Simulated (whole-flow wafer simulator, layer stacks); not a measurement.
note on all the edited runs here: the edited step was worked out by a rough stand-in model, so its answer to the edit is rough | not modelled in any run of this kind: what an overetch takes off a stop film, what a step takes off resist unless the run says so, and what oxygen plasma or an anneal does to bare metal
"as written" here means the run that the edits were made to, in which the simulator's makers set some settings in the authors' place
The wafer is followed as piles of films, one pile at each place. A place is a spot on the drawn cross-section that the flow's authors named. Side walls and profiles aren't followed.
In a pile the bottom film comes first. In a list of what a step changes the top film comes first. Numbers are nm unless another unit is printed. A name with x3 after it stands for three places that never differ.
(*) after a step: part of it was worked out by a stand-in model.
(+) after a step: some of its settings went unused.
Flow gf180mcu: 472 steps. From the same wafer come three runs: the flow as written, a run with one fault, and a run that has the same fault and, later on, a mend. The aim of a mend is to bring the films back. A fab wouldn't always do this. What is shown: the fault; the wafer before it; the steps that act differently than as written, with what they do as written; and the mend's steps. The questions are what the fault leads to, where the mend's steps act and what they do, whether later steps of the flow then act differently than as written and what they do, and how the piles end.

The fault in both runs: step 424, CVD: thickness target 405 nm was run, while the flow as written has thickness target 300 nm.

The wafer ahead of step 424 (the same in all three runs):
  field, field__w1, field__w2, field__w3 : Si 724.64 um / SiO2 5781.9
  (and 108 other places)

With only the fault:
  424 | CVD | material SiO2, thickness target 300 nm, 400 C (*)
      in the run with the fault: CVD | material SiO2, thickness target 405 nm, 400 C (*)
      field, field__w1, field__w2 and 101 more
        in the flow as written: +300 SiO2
        in the run with the fault: +405 SiO2
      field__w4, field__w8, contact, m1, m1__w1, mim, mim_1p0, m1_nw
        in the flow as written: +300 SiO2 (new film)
        in the run with the fault: +405 SiO2 (new film)
  Steps further on in the flow that do not act as written (not shown: 2 more steps that differ only slightly, by at most 2% or 0.5 nm, whichever is larger):
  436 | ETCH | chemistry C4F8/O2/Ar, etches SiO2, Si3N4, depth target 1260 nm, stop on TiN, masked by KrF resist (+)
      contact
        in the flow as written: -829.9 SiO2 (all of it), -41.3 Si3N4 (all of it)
        in the run with the fault: -934.9 SiO2 (all of it), -41.3 Si3N4 (all of it)
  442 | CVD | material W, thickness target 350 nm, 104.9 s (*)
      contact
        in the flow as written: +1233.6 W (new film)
        in the run with the fault: +1339.4 W (new film)
  By the end, the piles at field__w4, field__w8, contact, m1, m1__w1, mim, mim_1p0, m1_nw depart from the flow's by more than 2% or 0.5 nm, whichever is larger.
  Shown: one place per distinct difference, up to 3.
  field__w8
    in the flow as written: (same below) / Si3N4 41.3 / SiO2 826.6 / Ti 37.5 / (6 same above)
    in the run with the fault: (same below) / Si3N4 41.3 / SiO2 931.6 / Ti 37.5 / (6 same above)
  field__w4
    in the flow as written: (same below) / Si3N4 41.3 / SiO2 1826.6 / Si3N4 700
    in the run with the fault: (same below) / Si3N4 41.3 / SiO2 1931.6 / Si3N4 700
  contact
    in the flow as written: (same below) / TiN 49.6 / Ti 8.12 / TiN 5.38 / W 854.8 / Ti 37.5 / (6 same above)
    in the run with the fault: (same below) / TiN 49.6 / Ti 7.65 / TiN 5.07 / W 960.6 / Ti 37.5 / (6 same above)

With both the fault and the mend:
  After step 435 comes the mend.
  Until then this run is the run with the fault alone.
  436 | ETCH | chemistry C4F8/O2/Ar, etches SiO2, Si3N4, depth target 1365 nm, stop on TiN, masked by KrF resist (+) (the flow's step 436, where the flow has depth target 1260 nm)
      field, field__w1, field__w2 and 108 more
        -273 KrF resist
      contact
        -934.9 SiO2 (all of it), -41.3 Si3N4 (all of it)
  Steps further on in the flow that do not act as written (not shown: 2 more steps that differ only slightly, by at most 2% or 0.5 nm, whichever is larger):
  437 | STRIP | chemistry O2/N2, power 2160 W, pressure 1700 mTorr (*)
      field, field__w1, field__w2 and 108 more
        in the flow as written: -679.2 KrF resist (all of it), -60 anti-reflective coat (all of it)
        in the run with the mend: -658.2 KrF resist (all of it), -60 anti-reflective coat (all of it)
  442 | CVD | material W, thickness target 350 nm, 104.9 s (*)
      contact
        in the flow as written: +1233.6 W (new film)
        in the run with the mend: +1339.4 W (new film)
  By the end, the piles at field__w4, field__w8, contact, m1, m1__w1, mim, mim_1p0, m1_nw depart from the flow's by more than 2% or 0.5 nm, whichever is larger.
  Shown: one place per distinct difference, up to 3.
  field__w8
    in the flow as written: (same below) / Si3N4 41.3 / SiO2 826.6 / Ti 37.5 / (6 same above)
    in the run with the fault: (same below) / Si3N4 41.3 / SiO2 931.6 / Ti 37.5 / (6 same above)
    in the run with the mend: (same below) / Si3N4 41.3 / SiO2 931.6 / Ti 37.5 / (6 same above)
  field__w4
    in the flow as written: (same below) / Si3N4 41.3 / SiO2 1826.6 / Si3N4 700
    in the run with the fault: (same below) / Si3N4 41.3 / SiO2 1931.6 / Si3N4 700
    in the run with the mend: (same below) / Si3N4 41.3 / SiO2 1931.6 / Si3N4 700
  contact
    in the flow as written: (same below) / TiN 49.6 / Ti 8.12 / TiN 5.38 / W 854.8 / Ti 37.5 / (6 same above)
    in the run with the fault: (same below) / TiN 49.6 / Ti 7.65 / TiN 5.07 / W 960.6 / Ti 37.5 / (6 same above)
    in the run with the mend: (same below) / TiN 49.6 / Ti 7.65 / TiN 5.07 / W 960.6 / Ti 37.5 / (6 same above)
